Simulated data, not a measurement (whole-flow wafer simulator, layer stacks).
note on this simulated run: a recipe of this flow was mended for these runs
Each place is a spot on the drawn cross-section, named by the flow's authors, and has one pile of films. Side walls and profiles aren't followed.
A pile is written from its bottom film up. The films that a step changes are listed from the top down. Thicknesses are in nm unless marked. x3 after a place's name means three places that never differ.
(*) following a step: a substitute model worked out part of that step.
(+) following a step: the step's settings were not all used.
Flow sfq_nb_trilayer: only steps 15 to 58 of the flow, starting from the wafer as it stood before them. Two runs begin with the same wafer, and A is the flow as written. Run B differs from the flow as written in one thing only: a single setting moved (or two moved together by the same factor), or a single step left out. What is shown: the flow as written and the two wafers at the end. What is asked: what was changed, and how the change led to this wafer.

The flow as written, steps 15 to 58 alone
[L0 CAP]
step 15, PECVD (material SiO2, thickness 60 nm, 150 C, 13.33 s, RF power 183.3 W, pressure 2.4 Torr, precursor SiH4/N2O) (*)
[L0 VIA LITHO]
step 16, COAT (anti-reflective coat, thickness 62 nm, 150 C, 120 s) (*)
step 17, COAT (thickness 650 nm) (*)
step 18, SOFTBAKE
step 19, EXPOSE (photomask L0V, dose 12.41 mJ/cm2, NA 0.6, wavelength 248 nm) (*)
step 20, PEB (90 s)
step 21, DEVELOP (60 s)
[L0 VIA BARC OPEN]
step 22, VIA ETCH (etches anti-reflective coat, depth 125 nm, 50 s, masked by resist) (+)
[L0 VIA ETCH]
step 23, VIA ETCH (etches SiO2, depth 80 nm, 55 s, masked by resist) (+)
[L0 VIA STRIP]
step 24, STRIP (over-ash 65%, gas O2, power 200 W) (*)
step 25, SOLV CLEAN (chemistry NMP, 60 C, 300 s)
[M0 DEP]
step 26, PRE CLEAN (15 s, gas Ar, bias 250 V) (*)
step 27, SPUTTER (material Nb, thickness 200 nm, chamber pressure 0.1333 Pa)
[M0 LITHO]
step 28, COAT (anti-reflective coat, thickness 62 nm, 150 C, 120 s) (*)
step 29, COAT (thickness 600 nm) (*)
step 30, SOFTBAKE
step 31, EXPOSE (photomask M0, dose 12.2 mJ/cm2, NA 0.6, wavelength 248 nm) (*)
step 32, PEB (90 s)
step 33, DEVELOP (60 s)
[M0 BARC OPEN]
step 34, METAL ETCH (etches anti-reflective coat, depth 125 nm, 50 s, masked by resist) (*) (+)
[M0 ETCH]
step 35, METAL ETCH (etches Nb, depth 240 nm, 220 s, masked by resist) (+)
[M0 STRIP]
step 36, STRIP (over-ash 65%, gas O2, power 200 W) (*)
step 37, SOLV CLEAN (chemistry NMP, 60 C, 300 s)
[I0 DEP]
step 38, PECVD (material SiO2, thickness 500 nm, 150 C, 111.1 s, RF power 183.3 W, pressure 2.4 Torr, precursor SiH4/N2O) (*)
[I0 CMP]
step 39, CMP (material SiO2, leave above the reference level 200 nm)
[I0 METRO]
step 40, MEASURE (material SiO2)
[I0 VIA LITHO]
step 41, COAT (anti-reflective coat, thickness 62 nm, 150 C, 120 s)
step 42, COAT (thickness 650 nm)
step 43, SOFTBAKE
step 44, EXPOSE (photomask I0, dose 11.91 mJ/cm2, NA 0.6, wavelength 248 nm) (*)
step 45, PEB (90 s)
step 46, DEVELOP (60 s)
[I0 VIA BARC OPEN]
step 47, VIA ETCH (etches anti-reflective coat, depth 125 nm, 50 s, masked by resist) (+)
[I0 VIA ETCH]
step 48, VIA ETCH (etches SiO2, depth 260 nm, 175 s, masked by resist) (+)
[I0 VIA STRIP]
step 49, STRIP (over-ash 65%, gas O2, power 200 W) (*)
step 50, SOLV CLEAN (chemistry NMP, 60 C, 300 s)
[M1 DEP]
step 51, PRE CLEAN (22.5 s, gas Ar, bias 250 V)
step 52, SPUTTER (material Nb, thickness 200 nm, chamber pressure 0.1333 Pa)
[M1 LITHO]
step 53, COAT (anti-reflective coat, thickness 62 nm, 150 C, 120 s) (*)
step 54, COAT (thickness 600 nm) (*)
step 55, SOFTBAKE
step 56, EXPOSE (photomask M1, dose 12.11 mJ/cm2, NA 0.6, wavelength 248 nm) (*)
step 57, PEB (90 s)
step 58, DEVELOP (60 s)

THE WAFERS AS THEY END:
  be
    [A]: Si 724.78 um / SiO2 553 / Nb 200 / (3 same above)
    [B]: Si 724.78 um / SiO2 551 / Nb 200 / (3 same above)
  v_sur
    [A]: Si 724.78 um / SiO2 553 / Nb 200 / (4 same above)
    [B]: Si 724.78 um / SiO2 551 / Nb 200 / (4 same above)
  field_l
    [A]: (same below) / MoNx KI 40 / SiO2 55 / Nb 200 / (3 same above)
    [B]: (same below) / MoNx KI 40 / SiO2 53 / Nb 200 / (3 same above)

What caused this: step 15, PECVD: pressure 2.53 Torr was run, whereas the flow has pressure 2.4 Torr.

The path from the change to this, step by step:
  step 15, PECVD (material SiO2, thickness 60 nm, 150 C, 13.33 s, RF power 183.3 W, pressure 2.4 Torr, precursor SiH4/N2O) (*)
      v_sur, via_wl, via_w and 97 more: A +60 SiO2 | B +58 SiO2
      field_l, l0_sur, l0v, l0r_line_l, l0r_line_c, l0r_line_r: A +60 SiO2 (new film) | B +58 SiO2 (new film)
  step 23, VIA ETCH (etches SiO2, depth 80 nm, 55 s, masked by resist) (+)
      l0v: A -59.7 SiO2 (all of it), -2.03 MoNx KI | B -57.7 SiO2 (all of it), -2.23 MoNx KI
  step 28, COAT (anti-reflective coat, thickness 62 nm, 150 C, 120 s) (*)
      l0_sur: A +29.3 anti-reflective coat (new film) | B +29.9 anti-reflective coat (new film)
  step 36, STRIP (over-ash 65%, gas O2, power 200 W) (*)
      l0_sur: A -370 KrF-resist-other-grade (all of it), -29.3 anti-reflective coat (all of it) | B -369.6 KrF-resist-other-grade (all of it), -29.9 anti-reflective coat (all of it)
